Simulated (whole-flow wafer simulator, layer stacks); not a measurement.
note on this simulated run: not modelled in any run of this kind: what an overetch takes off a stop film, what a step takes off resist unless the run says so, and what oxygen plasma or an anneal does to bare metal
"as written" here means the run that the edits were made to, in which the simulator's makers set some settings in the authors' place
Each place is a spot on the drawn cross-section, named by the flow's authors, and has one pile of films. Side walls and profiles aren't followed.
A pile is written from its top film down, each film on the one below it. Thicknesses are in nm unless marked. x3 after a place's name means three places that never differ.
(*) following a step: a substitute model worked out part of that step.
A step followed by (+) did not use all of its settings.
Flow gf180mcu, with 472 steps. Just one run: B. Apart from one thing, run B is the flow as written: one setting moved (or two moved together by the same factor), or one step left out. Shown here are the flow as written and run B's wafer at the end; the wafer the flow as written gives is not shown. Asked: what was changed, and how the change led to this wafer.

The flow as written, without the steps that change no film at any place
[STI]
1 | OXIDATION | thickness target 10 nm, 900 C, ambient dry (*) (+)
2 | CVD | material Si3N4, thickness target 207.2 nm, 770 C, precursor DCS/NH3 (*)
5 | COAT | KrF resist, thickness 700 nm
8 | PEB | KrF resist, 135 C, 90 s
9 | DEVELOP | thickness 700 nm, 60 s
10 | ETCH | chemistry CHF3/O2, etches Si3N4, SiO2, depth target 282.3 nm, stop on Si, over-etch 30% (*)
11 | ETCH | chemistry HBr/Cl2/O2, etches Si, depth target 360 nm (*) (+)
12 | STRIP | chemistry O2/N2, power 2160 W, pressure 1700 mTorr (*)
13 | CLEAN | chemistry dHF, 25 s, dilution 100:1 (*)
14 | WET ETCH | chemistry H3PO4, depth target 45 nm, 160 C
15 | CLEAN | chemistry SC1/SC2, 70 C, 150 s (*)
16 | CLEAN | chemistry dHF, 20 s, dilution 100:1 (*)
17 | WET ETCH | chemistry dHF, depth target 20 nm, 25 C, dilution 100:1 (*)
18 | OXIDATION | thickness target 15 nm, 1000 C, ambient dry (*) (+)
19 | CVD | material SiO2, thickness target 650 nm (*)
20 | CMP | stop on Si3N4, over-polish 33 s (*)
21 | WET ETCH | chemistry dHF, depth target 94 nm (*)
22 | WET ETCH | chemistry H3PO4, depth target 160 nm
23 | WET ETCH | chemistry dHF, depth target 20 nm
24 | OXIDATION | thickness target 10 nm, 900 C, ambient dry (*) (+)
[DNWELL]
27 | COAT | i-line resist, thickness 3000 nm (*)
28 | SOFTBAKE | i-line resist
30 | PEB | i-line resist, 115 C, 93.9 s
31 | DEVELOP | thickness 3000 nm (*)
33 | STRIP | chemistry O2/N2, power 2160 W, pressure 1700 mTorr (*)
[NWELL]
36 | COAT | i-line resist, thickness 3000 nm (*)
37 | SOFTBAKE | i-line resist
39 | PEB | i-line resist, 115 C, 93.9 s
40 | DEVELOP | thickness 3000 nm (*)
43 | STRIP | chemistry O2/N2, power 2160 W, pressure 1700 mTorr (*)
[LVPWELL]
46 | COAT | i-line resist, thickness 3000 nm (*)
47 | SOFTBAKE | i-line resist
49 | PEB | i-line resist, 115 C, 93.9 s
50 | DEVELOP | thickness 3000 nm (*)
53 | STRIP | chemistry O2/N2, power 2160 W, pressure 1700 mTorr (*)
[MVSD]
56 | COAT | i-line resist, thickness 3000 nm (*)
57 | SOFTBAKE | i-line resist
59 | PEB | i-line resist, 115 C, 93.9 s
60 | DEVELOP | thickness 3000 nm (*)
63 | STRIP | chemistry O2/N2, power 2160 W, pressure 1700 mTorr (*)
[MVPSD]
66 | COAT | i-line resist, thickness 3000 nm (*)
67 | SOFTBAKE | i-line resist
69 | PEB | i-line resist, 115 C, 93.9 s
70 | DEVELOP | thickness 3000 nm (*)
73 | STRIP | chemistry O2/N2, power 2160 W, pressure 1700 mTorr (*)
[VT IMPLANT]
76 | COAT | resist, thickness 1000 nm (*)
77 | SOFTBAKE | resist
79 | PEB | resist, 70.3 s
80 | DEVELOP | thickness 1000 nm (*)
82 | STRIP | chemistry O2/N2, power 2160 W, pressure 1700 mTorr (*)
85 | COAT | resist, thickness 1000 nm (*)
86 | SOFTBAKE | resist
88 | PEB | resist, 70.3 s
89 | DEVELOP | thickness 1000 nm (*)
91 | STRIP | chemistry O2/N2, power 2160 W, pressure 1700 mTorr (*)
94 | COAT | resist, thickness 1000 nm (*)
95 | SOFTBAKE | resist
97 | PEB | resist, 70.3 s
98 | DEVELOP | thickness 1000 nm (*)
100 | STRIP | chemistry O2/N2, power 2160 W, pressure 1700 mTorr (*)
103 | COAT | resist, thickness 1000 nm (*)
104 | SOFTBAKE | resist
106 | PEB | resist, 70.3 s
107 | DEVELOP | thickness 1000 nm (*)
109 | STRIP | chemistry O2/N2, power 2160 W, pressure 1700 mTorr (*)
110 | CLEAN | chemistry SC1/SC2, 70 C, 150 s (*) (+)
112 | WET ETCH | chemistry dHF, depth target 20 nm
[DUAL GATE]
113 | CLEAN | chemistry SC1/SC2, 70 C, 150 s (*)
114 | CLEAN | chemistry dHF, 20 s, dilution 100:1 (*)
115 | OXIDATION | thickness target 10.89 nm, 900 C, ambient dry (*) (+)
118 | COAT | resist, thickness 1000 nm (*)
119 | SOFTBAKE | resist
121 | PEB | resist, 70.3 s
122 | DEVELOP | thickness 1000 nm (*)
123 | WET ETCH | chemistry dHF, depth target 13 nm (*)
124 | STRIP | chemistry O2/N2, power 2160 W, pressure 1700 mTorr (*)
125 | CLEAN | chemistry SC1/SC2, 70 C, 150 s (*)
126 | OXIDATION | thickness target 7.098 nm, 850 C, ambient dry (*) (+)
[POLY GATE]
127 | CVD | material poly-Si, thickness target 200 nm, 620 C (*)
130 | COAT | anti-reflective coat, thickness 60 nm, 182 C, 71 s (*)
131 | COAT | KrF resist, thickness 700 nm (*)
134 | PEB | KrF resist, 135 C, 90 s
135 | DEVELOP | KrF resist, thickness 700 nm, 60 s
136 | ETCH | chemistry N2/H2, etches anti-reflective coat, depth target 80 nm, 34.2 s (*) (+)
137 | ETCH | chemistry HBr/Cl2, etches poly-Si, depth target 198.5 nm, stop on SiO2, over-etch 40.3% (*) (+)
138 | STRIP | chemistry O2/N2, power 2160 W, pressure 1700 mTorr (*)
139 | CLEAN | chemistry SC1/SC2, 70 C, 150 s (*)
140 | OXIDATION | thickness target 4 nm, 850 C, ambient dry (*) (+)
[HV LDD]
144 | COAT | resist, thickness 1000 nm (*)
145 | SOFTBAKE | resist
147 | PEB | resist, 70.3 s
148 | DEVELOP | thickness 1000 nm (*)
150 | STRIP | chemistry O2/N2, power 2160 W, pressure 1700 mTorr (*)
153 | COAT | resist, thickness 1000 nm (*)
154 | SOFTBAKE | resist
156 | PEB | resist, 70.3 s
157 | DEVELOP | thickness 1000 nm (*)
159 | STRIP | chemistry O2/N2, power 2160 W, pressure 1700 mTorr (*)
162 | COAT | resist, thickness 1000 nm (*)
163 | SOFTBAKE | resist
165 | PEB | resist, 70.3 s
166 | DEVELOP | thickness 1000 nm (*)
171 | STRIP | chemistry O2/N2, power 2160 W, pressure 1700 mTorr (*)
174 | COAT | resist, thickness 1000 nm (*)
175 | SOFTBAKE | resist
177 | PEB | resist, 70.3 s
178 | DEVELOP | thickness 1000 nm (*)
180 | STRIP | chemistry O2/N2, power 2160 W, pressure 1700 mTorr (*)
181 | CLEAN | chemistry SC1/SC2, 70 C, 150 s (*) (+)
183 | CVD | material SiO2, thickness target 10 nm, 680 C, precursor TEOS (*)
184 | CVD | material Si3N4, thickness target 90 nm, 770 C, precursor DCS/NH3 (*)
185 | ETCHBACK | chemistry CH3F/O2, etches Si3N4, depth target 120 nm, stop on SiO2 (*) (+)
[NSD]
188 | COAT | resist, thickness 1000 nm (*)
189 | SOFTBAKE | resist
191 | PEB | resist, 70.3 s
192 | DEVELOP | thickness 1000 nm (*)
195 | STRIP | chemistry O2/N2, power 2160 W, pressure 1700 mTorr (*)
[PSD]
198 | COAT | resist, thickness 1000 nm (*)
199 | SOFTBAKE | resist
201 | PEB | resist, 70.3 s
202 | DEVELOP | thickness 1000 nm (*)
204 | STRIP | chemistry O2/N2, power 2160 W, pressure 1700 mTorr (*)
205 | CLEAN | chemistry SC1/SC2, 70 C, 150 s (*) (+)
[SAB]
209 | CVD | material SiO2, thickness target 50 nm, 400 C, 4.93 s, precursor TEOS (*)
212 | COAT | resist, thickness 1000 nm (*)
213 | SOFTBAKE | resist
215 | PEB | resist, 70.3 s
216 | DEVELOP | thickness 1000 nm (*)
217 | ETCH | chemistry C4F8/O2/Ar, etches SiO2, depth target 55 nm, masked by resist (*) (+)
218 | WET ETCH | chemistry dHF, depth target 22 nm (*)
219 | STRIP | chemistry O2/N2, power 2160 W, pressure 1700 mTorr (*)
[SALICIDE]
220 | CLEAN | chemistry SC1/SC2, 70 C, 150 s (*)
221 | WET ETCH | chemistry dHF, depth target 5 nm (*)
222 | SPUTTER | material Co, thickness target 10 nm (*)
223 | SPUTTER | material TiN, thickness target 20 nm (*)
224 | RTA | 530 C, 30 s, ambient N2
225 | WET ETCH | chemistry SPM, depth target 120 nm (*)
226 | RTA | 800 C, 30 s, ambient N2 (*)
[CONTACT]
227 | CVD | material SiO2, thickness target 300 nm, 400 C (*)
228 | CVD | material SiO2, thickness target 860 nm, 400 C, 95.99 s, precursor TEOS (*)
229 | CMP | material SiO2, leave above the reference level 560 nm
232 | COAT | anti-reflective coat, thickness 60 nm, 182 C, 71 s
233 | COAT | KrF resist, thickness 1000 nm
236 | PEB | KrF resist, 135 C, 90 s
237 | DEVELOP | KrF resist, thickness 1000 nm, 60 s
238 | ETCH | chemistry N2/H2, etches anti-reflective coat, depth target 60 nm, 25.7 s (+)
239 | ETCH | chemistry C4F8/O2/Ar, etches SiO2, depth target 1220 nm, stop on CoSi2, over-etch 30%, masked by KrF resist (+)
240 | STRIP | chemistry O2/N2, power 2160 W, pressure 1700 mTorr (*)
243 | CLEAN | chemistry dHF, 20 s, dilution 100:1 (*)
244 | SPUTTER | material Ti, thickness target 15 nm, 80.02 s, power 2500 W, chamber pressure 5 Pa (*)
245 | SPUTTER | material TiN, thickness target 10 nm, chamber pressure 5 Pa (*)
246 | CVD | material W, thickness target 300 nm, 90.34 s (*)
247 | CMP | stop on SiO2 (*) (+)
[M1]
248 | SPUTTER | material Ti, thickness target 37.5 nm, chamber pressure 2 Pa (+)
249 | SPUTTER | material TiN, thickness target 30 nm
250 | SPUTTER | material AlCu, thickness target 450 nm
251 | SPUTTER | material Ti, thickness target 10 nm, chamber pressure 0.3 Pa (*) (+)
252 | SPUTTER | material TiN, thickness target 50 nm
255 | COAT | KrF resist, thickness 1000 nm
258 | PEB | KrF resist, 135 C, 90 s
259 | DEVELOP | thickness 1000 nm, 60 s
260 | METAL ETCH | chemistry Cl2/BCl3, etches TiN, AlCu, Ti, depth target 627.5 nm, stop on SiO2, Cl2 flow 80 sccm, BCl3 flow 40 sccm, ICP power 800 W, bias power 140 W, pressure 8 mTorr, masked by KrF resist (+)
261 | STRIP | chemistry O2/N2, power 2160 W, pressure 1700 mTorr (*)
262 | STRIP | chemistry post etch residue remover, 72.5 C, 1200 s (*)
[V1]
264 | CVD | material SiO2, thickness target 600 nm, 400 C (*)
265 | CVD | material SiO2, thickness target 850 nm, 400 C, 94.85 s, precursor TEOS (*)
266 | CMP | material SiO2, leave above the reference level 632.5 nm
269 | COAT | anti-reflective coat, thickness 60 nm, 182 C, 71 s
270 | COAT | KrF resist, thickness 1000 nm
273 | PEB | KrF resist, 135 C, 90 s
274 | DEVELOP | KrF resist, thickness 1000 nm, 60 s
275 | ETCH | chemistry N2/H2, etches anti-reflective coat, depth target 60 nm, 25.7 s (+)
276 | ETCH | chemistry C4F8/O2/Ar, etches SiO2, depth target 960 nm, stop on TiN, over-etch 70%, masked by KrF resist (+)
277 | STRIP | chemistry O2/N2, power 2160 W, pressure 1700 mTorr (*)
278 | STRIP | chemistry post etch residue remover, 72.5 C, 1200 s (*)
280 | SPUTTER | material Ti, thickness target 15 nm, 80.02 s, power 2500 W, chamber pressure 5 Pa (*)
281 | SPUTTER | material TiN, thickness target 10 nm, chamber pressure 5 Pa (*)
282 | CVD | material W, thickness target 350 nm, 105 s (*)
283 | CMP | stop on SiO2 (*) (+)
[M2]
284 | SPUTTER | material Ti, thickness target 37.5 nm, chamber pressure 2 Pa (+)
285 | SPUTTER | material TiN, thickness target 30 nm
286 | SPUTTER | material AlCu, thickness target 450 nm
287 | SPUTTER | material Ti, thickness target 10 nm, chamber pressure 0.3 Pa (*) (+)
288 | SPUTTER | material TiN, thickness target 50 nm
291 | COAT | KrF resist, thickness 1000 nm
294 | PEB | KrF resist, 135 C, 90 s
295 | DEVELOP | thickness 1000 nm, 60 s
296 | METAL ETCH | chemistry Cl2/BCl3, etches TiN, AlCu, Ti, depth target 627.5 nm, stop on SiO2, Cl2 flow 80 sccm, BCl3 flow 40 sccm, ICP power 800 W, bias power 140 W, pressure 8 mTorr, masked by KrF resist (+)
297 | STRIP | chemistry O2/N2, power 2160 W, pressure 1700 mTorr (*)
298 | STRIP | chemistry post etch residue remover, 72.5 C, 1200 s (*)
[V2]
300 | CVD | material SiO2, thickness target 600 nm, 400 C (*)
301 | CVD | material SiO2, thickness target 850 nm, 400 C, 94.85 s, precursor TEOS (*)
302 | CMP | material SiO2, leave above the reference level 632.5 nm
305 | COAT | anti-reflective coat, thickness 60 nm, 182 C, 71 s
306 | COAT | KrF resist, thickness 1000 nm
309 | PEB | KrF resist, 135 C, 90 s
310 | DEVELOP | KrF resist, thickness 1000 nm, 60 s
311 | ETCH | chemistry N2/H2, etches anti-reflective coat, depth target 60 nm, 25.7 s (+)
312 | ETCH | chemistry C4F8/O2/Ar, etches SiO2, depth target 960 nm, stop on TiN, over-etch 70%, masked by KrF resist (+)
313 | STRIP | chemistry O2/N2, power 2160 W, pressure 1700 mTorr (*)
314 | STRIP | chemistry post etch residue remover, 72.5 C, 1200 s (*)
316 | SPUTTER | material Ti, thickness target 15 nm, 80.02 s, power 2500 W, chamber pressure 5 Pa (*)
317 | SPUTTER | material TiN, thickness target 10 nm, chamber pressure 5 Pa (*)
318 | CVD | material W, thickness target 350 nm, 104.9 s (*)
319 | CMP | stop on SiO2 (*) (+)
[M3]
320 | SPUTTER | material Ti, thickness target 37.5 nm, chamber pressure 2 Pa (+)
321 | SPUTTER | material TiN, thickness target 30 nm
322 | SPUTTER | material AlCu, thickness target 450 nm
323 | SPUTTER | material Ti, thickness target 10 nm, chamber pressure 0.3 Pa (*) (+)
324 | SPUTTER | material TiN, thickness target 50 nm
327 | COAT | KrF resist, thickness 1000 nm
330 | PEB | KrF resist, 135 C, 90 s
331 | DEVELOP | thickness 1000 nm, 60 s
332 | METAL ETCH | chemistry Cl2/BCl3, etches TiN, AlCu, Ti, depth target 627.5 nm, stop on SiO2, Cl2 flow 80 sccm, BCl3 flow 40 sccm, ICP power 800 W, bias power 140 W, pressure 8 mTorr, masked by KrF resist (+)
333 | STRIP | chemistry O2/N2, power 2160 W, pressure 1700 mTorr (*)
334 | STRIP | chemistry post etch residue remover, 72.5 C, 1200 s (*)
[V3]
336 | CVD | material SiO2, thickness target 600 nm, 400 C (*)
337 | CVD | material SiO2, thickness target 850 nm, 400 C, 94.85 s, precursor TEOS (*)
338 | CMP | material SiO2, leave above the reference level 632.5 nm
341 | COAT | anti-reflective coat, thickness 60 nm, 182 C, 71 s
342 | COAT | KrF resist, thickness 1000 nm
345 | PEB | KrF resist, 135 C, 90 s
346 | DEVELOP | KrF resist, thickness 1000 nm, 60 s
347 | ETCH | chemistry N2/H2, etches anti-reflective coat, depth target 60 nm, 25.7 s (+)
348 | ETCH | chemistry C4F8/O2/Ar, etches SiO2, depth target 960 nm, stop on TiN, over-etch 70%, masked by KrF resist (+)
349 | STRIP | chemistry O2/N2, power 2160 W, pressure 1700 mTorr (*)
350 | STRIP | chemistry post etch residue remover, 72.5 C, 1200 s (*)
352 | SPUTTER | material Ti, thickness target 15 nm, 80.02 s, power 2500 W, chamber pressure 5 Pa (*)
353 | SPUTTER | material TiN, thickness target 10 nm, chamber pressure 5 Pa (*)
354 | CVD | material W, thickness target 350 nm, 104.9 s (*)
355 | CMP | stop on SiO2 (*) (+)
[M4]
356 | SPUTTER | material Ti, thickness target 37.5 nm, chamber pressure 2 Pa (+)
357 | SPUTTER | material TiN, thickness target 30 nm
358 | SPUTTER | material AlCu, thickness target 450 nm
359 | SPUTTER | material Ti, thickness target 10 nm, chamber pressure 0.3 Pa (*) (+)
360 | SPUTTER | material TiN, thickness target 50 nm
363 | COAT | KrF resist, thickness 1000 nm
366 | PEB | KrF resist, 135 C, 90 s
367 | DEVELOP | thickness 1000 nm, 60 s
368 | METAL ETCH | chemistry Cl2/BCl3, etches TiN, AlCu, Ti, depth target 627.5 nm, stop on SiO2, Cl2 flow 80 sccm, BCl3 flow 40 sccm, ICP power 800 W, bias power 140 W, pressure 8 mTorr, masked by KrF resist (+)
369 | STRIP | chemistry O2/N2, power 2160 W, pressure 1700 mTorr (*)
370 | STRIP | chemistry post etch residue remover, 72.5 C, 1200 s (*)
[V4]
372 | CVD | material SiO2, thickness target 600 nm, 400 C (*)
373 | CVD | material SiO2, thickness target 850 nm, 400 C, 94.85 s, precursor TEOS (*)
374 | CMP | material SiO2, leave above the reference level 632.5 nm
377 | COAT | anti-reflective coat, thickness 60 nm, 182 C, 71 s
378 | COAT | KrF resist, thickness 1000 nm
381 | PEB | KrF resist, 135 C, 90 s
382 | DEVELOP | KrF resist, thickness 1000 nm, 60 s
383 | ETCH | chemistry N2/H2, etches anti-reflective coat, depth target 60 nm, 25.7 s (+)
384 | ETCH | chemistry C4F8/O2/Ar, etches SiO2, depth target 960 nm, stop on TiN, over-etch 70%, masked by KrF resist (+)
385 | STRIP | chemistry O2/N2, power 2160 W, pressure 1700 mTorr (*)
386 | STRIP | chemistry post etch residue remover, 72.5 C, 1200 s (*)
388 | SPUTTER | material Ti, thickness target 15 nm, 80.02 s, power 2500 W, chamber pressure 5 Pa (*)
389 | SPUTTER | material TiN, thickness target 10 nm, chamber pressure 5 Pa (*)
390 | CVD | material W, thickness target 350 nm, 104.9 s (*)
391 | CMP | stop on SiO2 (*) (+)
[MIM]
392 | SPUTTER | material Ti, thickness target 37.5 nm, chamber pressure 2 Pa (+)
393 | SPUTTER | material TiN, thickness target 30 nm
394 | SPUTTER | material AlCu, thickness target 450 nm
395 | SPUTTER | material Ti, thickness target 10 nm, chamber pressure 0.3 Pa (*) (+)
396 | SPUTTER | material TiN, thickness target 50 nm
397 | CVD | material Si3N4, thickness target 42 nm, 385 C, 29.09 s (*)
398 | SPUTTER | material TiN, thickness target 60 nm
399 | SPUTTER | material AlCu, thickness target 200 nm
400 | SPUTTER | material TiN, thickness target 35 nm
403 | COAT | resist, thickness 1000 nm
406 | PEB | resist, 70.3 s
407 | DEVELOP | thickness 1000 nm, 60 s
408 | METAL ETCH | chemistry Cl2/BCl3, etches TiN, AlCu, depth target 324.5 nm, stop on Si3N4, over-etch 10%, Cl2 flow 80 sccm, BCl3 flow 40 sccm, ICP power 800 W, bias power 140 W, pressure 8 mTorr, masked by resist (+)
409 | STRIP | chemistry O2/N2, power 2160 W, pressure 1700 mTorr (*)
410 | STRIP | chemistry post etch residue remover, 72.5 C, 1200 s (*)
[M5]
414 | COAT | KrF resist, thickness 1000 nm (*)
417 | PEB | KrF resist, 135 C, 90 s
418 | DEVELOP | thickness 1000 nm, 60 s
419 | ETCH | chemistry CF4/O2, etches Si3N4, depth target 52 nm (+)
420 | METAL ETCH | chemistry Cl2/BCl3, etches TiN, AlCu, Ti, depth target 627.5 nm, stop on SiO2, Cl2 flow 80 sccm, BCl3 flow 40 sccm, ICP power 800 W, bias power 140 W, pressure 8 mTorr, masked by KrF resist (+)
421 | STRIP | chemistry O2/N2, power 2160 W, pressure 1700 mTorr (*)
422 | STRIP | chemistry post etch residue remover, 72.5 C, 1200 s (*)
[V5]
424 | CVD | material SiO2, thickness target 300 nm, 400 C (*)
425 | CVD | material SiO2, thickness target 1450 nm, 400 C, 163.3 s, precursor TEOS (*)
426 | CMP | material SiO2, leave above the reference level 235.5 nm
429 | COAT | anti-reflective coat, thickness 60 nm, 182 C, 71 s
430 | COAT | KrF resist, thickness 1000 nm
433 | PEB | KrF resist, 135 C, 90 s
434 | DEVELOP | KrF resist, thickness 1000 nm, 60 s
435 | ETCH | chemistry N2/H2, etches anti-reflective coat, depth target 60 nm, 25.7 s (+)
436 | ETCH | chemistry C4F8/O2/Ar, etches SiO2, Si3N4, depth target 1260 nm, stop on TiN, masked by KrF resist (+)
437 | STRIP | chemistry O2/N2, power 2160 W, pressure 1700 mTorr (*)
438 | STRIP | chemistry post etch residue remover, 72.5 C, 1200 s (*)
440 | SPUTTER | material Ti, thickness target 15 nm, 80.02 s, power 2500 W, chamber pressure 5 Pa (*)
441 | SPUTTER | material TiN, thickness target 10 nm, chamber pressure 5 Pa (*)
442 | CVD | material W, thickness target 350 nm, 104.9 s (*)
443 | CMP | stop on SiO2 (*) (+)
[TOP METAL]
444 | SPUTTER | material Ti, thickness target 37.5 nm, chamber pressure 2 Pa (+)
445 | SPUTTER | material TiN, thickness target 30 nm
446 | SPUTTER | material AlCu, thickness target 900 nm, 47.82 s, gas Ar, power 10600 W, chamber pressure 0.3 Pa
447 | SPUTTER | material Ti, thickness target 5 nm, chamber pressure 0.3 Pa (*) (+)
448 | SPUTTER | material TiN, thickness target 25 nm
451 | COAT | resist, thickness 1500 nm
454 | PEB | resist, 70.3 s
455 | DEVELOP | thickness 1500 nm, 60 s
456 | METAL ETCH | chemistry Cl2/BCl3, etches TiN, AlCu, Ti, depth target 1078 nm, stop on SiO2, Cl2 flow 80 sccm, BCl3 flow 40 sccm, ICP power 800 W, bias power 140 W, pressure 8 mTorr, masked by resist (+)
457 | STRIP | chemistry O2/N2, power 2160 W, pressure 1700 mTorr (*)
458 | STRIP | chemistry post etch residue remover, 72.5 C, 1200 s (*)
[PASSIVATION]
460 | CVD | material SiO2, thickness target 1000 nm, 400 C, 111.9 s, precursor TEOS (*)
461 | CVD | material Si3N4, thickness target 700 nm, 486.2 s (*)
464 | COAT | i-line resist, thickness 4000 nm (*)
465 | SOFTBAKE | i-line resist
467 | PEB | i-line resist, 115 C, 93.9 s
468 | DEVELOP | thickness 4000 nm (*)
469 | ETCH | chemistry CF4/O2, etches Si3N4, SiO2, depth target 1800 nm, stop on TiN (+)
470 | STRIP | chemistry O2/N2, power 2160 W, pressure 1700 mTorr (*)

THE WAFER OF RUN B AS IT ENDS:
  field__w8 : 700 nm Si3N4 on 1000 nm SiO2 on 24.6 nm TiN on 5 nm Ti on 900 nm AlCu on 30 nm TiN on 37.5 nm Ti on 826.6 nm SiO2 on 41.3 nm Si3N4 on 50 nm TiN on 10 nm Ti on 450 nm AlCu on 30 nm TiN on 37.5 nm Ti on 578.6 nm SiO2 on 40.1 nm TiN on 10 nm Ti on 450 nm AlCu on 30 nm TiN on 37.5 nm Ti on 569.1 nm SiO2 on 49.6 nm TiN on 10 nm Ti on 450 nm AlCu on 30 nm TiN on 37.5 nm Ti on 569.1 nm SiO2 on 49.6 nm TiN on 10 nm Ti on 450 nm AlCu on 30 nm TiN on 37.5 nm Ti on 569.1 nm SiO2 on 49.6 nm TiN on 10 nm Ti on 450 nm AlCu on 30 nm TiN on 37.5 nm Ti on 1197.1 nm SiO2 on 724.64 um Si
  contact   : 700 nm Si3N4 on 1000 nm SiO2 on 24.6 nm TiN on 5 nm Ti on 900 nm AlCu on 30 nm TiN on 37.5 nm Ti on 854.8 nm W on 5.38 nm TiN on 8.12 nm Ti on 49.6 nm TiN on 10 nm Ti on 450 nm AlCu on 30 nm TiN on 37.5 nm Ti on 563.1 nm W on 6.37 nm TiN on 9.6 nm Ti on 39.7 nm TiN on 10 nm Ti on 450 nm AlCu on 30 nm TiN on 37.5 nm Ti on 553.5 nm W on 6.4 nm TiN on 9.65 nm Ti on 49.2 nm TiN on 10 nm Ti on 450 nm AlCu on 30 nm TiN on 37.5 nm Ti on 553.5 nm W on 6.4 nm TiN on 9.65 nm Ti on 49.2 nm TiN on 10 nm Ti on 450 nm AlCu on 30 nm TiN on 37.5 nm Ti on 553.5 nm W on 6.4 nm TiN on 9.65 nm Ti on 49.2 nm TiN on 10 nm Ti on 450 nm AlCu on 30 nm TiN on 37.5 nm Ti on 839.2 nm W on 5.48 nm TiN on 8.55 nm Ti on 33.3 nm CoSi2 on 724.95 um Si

Cause: step 360, SPUTTER: thickness target 40.5 nm was run, though the flow has thickness target 50 nm.

The path from the change to this, step by step:
  360 | SPUTTER | material TiN, thickness target 50 nm
      field, field__w1, field__w2 and 108 more: +40.5 TiN (new film) (it would be, as written: +50 TiN (new film))
  368 | METAL ETCH | chemistry Cl2/BCl3, etches TiN, AlCu, Ti, depth target 627.5 nm, stop on SiO2, Cl2 flow 80 sccm, BCl3 flow 40 sccm, ICP power 800 W, bias power 140 W, pressure 8 mTorr, masked by KrF resist (+)
      field, field__w1, field__w2 and 103 more: -40.5 TiN (all of it), -10 Ti (all of it), -450 AlCu (all of it), -30 TiN (all of it), -37.5 Ti (all of it) (it would be, as written: -50 TiN (all of it), -10 Ti (all of it), -450 AlCu (all of it), -30 TiN (all of it), -37.5 Ti (all of it))
